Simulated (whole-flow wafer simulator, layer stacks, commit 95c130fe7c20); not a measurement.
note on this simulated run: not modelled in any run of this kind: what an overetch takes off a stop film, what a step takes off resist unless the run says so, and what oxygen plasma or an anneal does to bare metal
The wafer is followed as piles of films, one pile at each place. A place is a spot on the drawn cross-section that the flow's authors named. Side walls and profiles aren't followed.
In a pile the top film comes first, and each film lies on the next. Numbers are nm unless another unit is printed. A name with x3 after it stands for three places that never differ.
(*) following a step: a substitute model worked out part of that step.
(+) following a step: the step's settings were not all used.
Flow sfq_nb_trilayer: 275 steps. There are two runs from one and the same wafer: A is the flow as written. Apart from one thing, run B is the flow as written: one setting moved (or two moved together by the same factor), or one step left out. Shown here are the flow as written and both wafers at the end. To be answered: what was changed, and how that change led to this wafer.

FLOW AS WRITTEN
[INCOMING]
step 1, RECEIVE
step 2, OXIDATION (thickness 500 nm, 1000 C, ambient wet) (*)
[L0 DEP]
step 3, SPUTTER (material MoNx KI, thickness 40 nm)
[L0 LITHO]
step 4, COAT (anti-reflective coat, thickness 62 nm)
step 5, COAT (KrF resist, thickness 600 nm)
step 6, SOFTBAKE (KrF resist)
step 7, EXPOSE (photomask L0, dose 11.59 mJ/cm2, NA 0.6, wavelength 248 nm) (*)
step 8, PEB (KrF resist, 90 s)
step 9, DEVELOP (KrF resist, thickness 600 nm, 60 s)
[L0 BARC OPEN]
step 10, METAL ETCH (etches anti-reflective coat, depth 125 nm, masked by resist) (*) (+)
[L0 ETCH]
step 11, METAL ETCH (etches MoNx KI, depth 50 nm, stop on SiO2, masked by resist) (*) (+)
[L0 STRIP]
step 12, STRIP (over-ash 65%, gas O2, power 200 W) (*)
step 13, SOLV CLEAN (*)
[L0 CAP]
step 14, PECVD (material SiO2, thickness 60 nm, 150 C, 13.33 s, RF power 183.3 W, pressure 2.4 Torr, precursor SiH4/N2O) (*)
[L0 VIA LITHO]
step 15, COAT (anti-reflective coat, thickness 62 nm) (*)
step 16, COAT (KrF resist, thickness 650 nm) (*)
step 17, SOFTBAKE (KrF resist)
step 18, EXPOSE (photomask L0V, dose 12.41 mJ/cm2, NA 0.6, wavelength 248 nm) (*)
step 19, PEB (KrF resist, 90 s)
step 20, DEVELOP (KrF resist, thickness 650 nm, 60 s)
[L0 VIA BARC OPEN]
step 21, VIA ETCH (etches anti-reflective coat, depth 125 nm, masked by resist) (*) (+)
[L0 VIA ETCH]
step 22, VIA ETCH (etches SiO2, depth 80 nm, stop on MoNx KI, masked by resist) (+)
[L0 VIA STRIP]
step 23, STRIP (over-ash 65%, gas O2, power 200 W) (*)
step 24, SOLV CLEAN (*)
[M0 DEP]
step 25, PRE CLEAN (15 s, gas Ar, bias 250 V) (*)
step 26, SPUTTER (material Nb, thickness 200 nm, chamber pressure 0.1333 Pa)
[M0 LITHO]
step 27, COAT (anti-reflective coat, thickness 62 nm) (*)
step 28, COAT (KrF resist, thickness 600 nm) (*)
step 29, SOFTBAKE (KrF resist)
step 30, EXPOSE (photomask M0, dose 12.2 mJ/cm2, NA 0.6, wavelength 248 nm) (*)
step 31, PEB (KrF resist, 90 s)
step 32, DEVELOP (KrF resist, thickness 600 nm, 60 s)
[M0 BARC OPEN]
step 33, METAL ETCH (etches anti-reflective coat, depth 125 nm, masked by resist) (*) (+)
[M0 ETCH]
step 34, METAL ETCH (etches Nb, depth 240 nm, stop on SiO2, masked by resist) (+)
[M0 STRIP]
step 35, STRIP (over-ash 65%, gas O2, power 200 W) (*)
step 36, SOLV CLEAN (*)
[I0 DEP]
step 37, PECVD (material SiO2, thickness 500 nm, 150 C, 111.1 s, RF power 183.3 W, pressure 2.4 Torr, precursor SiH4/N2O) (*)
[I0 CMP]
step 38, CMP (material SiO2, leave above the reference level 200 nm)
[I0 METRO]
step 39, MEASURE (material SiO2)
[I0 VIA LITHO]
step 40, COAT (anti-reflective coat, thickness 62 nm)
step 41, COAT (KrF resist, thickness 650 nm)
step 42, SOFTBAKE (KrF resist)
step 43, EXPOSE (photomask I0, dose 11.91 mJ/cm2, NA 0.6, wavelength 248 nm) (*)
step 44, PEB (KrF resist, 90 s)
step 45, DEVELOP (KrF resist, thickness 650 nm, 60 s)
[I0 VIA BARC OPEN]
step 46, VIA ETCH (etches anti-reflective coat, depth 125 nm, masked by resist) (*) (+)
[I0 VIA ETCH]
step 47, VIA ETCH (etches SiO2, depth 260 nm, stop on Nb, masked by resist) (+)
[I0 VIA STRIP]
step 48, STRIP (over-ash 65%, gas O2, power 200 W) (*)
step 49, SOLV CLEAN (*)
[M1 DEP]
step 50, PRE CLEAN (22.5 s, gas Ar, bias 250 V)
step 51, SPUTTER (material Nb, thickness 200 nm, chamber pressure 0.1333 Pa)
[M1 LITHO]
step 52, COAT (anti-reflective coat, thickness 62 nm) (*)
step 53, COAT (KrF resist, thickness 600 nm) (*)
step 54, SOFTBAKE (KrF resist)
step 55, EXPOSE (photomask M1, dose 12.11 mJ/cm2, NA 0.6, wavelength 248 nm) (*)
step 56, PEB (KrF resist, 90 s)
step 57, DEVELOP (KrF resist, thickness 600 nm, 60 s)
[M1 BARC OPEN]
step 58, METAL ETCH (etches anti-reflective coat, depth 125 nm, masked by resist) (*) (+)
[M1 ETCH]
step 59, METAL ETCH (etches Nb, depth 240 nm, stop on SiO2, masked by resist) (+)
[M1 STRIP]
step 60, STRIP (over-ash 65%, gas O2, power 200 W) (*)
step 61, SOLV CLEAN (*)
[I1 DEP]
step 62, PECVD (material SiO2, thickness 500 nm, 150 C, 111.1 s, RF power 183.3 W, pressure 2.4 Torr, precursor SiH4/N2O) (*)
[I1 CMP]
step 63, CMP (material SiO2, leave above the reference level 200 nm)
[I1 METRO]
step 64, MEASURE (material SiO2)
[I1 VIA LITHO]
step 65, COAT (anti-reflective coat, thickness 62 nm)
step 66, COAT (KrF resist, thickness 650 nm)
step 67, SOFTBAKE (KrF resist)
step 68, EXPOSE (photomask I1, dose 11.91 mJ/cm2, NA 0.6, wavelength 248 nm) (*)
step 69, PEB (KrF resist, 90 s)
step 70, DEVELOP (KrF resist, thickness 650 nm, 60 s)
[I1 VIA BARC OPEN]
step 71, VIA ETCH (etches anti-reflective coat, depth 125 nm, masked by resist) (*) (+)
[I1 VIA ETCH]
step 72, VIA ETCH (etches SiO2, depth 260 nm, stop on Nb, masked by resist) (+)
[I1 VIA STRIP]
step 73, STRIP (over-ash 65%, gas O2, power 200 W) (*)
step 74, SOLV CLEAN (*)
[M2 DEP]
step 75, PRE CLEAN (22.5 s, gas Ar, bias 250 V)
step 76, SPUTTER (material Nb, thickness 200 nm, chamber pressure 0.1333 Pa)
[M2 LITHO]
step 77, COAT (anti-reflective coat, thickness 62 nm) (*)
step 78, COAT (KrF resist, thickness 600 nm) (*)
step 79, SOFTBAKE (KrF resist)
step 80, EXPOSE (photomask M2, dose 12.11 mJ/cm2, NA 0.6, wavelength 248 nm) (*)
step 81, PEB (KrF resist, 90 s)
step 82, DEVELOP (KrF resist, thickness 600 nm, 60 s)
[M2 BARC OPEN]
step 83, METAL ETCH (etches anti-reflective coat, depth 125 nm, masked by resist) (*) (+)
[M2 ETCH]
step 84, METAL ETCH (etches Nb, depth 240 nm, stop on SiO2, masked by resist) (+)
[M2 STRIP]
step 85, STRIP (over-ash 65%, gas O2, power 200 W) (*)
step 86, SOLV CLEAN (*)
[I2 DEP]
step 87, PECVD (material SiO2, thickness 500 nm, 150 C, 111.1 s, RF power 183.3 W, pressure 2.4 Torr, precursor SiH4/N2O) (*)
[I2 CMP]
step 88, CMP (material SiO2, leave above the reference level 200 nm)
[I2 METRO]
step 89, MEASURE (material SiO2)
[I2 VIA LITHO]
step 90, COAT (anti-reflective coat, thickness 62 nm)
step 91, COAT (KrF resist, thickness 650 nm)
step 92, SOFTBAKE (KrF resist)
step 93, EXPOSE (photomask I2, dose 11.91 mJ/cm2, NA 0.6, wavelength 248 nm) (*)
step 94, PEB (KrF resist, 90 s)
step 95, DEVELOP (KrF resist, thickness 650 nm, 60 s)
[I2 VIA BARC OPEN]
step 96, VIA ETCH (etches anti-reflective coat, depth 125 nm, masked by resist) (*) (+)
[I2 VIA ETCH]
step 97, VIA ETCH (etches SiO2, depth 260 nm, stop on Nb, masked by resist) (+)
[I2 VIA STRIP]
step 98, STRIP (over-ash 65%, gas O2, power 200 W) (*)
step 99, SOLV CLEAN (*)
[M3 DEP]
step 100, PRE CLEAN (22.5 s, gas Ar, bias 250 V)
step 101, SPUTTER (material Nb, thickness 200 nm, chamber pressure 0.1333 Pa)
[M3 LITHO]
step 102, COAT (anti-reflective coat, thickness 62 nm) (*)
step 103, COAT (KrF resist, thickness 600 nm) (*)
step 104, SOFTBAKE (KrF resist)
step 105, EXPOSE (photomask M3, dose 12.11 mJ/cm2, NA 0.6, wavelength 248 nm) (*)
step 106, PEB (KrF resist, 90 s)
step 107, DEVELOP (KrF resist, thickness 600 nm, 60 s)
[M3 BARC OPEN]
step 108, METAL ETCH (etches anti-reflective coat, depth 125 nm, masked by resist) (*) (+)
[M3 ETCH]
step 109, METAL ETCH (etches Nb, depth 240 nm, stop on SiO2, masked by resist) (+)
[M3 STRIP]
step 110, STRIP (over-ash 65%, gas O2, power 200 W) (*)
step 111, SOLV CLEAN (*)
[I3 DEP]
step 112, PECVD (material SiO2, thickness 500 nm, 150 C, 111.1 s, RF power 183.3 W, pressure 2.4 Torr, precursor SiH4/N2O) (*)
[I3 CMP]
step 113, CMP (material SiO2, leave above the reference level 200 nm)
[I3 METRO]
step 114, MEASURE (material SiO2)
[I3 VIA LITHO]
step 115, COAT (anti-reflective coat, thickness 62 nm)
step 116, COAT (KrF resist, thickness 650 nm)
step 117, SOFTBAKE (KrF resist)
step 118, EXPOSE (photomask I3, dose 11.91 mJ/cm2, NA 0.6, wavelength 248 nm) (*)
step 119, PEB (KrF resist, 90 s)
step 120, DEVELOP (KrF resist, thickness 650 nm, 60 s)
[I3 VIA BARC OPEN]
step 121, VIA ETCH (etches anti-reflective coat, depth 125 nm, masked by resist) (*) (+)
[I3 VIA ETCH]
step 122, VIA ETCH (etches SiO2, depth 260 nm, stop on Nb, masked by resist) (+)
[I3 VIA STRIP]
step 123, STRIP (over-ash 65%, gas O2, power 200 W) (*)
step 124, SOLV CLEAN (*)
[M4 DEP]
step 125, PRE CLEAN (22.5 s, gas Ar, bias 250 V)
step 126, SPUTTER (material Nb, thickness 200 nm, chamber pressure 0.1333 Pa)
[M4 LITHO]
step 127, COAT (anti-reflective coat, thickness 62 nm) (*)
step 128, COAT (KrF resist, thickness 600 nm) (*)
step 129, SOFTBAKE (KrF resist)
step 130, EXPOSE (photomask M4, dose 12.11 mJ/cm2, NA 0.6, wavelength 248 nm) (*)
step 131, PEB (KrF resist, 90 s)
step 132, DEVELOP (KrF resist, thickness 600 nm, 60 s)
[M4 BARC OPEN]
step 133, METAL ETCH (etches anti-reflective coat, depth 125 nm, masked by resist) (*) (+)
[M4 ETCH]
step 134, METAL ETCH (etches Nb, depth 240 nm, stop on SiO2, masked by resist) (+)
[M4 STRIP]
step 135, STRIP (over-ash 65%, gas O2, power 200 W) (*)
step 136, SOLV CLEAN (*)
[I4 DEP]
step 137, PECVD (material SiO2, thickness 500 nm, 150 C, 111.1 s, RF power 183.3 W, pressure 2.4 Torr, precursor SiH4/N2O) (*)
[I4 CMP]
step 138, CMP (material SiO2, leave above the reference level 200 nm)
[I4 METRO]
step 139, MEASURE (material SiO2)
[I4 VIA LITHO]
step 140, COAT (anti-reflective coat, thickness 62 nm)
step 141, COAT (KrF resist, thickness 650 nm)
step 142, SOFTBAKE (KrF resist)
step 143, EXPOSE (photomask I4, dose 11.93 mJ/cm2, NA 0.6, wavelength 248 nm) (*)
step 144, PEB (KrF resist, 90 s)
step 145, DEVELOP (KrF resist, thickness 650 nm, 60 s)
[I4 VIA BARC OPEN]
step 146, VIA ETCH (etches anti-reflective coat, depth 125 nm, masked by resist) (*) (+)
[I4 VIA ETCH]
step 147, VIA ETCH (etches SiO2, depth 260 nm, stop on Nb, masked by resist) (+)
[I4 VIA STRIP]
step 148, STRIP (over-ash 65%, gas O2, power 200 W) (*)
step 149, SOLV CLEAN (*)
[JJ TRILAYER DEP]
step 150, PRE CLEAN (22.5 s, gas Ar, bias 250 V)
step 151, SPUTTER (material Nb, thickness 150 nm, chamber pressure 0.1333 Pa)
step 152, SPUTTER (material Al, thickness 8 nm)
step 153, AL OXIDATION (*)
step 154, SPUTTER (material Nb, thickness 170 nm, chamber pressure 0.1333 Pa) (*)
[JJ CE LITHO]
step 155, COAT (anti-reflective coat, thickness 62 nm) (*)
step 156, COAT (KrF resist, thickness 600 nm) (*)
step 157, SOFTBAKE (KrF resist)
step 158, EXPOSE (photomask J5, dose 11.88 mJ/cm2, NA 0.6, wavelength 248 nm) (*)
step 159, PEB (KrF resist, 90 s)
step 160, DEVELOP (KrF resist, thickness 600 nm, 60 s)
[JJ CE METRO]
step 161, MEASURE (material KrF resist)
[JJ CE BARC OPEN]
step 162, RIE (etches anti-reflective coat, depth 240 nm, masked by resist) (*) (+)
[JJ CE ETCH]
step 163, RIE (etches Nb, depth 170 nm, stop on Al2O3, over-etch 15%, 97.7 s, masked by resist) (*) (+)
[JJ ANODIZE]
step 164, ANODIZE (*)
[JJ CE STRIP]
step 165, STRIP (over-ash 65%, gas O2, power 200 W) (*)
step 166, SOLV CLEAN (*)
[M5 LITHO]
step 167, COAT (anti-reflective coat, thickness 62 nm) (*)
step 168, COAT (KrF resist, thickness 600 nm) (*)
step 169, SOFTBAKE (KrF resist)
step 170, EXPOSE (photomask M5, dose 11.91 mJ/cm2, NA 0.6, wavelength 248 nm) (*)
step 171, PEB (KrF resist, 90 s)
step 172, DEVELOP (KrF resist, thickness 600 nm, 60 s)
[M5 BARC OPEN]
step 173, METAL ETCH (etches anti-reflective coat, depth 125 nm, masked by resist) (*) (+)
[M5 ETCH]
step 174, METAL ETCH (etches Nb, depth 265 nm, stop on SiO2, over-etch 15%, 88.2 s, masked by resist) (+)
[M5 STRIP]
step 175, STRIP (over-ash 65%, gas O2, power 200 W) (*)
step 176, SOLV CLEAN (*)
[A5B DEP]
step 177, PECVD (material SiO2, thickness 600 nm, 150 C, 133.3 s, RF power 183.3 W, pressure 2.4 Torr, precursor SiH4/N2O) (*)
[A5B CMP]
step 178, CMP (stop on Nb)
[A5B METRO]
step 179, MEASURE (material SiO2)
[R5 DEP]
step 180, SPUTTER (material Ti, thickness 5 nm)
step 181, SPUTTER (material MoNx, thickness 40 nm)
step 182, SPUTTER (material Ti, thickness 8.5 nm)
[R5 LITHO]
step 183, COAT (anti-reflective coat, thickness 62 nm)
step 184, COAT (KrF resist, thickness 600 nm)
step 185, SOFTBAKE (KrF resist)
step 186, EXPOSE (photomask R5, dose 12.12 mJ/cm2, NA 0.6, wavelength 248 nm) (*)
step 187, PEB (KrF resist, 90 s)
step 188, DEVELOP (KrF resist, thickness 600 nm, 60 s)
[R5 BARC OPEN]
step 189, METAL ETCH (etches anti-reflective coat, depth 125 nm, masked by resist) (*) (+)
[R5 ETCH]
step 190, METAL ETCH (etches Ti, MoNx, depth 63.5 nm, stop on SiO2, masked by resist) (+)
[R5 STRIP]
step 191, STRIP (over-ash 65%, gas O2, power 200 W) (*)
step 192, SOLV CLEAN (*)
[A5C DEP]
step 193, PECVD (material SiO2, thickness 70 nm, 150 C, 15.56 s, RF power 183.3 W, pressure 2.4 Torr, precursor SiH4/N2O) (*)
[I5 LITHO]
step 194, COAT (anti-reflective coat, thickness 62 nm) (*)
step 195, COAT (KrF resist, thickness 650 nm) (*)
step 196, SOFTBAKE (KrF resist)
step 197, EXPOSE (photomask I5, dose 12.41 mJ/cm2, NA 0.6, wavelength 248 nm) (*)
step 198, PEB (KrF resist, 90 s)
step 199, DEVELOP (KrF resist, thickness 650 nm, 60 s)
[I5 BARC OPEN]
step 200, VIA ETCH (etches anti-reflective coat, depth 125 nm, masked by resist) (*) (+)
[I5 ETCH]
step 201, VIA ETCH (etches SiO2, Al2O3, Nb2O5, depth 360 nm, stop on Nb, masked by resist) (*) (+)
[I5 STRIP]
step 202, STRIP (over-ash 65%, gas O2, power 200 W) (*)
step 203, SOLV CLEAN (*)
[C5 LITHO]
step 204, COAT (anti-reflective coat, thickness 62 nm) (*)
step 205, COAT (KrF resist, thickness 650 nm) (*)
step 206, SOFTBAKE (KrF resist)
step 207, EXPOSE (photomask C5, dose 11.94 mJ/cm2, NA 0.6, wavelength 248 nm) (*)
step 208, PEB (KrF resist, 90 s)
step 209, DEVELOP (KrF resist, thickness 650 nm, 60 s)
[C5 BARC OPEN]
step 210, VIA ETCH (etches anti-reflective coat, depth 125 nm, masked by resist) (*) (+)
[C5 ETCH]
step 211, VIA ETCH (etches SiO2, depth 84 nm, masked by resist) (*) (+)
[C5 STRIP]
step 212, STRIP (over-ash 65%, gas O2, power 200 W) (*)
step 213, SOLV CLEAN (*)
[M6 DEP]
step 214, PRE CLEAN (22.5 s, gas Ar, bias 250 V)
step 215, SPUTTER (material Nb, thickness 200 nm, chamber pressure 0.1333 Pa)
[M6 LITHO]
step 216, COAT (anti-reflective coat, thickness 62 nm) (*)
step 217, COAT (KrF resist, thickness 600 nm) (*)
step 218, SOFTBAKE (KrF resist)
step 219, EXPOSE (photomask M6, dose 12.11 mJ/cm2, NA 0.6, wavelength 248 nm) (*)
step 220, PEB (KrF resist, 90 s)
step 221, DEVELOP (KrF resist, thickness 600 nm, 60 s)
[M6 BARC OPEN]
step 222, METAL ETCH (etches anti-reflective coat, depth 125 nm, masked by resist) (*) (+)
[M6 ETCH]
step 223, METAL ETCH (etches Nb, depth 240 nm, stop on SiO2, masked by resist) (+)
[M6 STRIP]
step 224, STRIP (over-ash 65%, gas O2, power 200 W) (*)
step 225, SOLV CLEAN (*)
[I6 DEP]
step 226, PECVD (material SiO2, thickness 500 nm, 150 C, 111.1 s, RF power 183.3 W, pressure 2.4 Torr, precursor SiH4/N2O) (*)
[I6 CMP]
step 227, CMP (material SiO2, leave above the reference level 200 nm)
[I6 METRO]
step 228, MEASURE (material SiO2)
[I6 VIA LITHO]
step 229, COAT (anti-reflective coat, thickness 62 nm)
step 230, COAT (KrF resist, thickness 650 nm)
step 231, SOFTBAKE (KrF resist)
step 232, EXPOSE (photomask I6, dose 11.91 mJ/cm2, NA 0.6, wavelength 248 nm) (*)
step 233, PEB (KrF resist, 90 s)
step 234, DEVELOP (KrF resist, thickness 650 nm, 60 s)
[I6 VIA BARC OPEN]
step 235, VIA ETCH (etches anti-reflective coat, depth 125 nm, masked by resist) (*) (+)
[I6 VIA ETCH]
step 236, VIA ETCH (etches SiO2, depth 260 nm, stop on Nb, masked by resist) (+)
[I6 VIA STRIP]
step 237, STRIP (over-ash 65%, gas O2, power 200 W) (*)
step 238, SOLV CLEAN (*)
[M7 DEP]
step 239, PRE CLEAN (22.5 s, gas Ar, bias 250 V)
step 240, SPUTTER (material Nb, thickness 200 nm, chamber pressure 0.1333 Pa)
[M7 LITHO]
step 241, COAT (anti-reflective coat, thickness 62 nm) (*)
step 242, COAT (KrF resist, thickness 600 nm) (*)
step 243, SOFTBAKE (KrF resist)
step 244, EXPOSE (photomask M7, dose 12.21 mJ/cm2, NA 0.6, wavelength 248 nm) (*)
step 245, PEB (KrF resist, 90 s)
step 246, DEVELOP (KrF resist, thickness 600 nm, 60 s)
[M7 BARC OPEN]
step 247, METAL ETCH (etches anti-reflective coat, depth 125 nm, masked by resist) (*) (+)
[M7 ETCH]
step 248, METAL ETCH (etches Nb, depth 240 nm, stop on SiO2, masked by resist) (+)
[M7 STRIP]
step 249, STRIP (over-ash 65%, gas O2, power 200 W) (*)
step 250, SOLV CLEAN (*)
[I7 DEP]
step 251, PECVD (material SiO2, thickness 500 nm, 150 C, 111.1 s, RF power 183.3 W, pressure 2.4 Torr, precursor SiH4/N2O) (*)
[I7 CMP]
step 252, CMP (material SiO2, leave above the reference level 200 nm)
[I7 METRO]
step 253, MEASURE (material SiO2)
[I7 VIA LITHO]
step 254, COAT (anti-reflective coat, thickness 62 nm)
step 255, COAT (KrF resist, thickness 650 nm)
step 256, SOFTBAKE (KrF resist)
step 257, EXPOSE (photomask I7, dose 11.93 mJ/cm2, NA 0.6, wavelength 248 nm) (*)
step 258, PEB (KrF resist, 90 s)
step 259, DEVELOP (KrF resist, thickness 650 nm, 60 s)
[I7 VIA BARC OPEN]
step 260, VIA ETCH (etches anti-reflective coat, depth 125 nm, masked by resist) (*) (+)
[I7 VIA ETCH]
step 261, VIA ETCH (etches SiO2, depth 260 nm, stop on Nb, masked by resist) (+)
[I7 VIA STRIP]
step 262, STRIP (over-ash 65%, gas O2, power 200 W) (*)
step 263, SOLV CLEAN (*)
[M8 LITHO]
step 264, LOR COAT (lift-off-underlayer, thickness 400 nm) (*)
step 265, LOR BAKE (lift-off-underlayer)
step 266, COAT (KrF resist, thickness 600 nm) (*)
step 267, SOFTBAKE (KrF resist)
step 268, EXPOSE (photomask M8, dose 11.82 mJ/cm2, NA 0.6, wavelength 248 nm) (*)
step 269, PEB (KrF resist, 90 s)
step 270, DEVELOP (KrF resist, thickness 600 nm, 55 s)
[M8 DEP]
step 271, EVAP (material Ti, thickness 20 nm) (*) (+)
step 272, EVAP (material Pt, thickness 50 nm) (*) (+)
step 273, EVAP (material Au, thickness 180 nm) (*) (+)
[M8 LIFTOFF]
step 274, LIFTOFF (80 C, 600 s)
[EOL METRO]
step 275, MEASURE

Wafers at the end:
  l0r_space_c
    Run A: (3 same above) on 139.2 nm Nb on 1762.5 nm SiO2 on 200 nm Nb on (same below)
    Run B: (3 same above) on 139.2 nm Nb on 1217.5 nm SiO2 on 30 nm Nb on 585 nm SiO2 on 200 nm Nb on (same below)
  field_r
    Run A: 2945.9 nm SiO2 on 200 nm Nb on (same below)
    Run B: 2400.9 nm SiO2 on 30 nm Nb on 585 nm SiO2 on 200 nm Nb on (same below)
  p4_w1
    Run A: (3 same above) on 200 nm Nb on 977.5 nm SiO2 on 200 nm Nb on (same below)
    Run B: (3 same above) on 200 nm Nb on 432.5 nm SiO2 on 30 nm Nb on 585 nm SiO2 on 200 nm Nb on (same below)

What caused this: step 76, SPUTTER: thickness 270 nm was run, while the flow as written has thickness 200 nm.

Step by step, how the change led to this:
  step 76, SPUTTER (material Nb, thickness 200 nm, chamber pressure 0.1333 Pa)
      field_l, v_sur, via_wl and 102 more: A +200 Nb (new film) | B +270 Nb (new film)
      via_v: A +174.5 Nb | B +236.5 Nb
  step 84, METAL ETCH (etches Nb, depth 240 nm, stop on SiO2, masked by resist) (+)
      field_l, be, be_sur and 81 more: A -200 Nb (all of it) | B -240 Nb
  step 87, PECVD (material SiO2, thickness 500 nm, 150 C, 111.1 s, RF power 183.3 W, pressure 2.4 Torr, precursor SiH4/N2O) (*)
      field_l, be, be_sur and 81 more: A +500 SiO2 | B +500 SiO2 (new film)
      via_v: A +606 SiO2 (new film) | B +589.5 SiO2 (new film)
  step 88, CMP (material SiO2, leave above the reference level 200 nm)
      field_l, be, be_sur and 81 more: A -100 SiO2 | B -60 SiO2
      via_v: A -181.6 SiO2 | B -157.1 SiO2
If metal films that touch count as one body, l0r_space_c has 3 bodies (between them, from the top down: SiO2 1217.5; SiO2 585); the flow as written gives 2 bodies (between them, from the top down: SiO2 1762.5).
If metal films that touch count as one body, field_r has 2 bodies (between them, from the top down: SiO2 585); the flow as written gives 1 body.
If metal films that touch count as one body, p4_w1 has 4 bodies (between them, from the top down: SiO2 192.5; SiO2 432.5; SiO2 585); the flow as written gives 3 bodies (between them, from the top down: SiO2 192.5; SiO2 977.5).
